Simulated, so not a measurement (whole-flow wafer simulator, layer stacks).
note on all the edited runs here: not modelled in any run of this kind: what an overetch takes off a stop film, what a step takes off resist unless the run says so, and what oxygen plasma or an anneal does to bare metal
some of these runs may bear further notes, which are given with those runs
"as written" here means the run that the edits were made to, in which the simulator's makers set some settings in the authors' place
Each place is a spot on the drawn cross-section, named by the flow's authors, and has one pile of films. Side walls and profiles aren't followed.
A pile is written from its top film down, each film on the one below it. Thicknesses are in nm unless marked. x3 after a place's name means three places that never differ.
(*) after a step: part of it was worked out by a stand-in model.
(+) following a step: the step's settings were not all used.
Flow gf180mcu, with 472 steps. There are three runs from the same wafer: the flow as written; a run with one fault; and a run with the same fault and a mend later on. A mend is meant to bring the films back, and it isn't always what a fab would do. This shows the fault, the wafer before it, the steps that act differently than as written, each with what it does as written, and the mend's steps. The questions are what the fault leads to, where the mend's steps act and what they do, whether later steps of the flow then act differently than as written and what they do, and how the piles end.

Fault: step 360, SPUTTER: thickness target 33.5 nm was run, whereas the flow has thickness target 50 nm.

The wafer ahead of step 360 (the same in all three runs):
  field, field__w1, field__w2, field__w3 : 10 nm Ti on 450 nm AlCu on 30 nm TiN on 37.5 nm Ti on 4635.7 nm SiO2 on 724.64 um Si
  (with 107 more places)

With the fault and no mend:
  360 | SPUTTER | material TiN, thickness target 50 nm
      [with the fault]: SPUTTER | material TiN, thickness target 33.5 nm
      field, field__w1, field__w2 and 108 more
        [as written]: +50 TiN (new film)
        [with the fault]: +33.5 TiN (new film)
  Steps later in the flow that act otherwise than as written (not shown: 4 more steps that differ only slightly, by at most 2% or 0.5 nm, whichever is larger):
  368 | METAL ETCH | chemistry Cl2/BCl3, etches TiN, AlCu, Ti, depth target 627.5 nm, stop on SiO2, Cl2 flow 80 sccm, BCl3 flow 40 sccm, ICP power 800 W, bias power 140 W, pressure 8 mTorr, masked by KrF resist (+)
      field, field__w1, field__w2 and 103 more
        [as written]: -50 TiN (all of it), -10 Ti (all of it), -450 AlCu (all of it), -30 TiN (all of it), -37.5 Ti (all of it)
        [with the fault]: -33.5 TiN (all of it), -10 Ti (all of it), -450 AlCu (all of it), -30 TiN (all of it), -37.5 Ti (all of it)
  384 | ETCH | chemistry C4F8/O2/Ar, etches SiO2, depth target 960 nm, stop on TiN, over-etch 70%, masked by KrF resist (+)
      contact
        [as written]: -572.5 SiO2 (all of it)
        [with the fault]: -589 SiO2 (all of it)
  By the end, the piles at field__w8, contact, m1, m1__w1, m1_nw depart from the flow's by more than 2% or 0.5 nm, whichever is larger.
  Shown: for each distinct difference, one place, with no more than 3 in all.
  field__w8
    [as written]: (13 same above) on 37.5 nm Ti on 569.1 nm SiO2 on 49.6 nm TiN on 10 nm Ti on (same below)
    [with the fault]: (13 same above) on 37.5 nm Ti on 585.6 nm SiO2 on 33.1 nm TiN on 10 nm Ti on (same below)
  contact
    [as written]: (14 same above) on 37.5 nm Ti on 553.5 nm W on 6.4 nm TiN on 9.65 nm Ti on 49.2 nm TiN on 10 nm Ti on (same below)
    [with the fault]: (14 same above) on 37.5 nm Ti on 570.2 nm W on 6.34 nm TiN on 9.56 nm Ti on 32.7 nm TiN on 10 nm Ti on (same below)

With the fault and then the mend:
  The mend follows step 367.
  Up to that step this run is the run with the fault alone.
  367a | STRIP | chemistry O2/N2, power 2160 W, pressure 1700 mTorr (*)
      field__w8, contact, m1, m1__w1, m1_nw
        -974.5 KrF resist (all of it)
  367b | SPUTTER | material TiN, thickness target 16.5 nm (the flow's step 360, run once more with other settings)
      field, field__w1, field__w2 and 108 more
        +16.5 TiN
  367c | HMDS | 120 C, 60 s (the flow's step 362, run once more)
      does not change any film at any place that is followed
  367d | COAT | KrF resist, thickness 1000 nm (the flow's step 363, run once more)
      field, field__w1, field__w2 and 108 more
        +1000 KrF resist (new film)
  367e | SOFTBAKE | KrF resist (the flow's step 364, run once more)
      does not change any film at any place that is followed
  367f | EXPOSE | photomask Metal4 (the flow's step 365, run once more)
      does not change any film at any place that is followed
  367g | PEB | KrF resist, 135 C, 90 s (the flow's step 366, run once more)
      field, field__w1, field__w2 and 108 more
        -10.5 KrF resist
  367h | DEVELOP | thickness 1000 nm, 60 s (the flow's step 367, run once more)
      field, field__w1, field__w2 and 103 more
        -989.5 KrF resist (all of it)
      field__w8, contact, m1, m1__w1, m1_nw
        -14.9 KrF resist
  Later steps of the flow that are run all act as written at every place that is followed.
  The piles end the same as the flow's at every place that both follow.
